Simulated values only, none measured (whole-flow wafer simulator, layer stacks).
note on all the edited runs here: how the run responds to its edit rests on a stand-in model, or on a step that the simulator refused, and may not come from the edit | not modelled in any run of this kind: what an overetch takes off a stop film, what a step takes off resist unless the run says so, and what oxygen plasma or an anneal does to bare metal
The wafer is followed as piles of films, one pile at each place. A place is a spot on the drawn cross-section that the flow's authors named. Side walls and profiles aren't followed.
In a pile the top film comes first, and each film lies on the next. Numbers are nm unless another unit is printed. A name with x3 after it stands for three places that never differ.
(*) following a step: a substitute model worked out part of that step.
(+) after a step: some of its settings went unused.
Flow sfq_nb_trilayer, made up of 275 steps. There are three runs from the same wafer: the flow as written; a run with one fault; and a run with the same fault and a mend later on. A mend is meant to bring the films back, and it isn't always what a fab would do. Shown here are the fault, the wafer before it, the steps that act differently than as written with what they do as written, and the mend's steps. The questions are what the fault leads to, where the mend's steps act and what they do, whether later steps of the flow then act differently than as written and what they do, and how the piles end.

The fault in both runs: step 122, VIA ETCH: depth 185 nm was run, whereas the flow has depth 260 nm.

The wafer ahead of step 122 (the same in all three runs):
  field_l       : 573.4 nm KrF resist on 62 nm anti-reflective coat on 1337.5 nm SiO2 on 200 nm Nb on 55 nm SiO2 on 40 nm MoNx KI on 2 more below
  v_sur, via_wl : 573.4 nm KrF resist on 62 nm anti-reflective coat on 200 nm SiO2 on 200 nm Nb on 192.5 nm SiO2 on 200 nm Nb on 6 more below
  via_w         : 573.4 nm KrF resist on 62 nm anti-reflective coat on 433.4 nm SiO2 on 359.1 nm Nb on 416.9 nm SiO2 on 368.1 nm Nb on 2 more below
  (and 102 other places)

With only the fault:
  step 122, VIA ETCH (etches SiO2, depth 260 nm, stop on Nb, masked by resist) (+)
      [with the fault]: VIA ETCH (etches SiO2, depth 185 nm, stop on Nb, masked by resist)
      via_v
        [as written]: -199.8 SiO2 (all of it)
        [with the fault]: -185 SiO2
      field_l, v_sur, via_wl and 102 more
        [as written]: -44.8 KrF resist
        [with the fault]: -31.9 KrF resist
  Steps further on in the flow that do not act as written (6 other steps are not shown; they differ only slightly, by no more than 2% or 0.5 nm, whichever is larger):
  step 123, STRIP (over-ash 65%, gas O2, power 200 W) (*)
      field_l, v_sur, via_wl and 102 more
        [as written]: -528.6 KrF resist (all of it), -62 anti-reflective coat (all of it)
        [with the fault]: -541.5 KrF resist (all of it), -62 anti-reflective coat (all of it)
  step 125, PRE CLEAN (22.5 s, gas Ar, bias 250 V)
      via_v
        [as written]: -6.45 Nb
        [with the fault]: -7.5 SiO2
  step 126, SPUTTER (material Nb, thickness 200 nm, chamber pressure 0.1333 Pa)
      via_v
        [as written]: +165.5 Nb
        [with the fault]: +168.5 Nb (new film)
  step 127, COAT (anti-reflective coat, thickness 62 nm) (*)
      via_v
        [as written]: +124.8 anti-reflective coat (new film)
        [with the fault]: +115.2 anti-reflective coat (new film)
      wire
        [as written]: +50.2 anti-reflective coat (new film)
        [with the fault]: +48.6 anti-reflective coat (new film)
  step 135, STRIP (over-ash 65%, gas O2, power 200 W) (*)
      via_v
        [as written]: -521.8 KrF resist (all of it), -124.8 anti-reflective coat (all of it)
        [with the fault]: -515.2 KrF resist (all of it), -115.2 anti-reflective coat (all of it)
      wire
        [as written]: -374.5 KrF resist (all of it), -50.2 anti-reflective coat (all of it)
        [with the fault]: -376.2 KrF resist (all of it), -48.6 anti-reflective coat (all of it)
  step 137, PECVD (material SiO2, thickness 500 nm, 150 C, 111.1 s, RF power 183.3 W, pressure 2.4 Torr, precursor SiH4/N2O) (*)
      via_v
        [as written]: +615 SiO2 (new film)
        [with the fault]: +573.7 SiO2 (new film)
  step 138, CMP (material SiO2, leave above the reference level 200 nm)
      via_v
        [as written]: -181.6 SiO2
        [with the fault]: -157.1 SiO2
  By the end, the piles at via_v depart from the flow's by more than 2% or 0.5 nm, whichever is larger.
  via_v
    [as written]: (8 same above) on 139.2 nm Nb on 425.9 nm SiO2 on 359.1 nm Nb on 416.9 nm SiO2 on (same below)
    [with the fault]: (8 same above) on 139.2 nm Nb on 409.1 nm SiO2 on 168.5 nm Nb on 7.34 nm SiO2 on 200 nm Nb on 416.9 nm SiO2 on (same below)

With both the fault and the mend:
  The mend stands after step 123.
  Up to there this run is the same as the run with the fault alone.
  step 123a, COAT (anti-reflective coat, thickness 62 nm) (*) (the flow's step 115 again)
      p4_fl x3, p4_w1 x9, p4_g1 x2 and 63 more
        +62 anti-reflective coat (new film)
      field_r, lsp_l, ln_m5, lsp_m, ln_m6, lsp_r, l0_sur, l0v
        +61.8 anti-reflective coat (new film)
      be_r, r_sur, res, r_end, moat
        +61.7 anti-reflective coat (new film)
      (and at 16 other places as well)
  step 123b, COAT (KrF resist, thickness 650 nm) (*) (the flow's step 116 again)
      p4_fl x3, p4_w1 x9, p4_g1 x2 and 63 more
        +650 KrF resist (new film)
      ln_m5, lsp_m, ln_m6, lsp_r, l0_sur, l0v
        +649.6 KrF resist (new film)
      r_end, moat, field_r, lsp_l
        +649.5 KrF resist (new film)
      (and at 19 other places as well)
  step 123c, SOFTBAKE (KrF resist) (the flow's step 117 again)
      leaves every film unchanged at each place that is followed
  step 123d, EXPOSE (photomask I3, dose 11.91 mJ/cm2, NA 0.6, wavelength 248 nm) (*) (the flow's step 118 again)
      leaves every film unchanged at each place that is followed
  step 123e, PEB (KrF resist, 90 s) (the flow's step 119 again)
      ce_r, sp_r, be_r and 89 more
        -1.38 KrF resist
      field_l, v_sur, via_wl and 8 more
        -1.37 KrF resist
      via_wr, be
        -1.36 KrF resist
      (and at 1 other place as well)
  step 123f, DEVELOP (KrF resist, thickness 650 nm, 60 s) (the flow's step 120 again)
      field_l, v_sur, via_wl and 102 more
        -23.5 KrF resist
      via_v
        -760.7 KrF resist (all of it)
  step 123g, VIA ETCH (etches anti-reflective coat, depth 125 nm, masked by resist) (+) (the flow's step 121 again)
      field_l, v_sur, via_wl and 102 more
        -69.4 KrF resist
      via_v
        -110.6 anti-reflective coat (all of it)
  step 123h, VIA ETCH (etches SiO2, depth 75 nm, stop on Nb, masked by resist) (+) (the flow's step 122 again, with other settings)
      field_l, v_sur, via_wl and 102 more
        -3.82 KrF resist
      via_v
        -14.8 SiO2 (all of it)
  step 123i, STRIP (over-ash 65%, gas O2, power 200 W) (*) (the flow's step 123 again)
      p4_fl x3, p4_w1 x9, p4_g1 x2 and 63 more
        -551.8 KrF resist (all of it), -62 anti-reflective coat (all of it)
      field_r, lsp_l, ln_m5, lsp_m, ln_m6, lsp_r, l0_sur, l0v
        -551.4 KrF resist (all of it), -61.8 anti-reflective coat (all of it)
      v_sur, gap
        -549.7 KrF resist (all of it), -61.3 anti-reflective coat (all of it)
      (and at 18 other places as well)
  None of the later steps of the flow acts differently than as written at any place that is followed.
  By the end, the piles equal the flow's at every place that both follow.
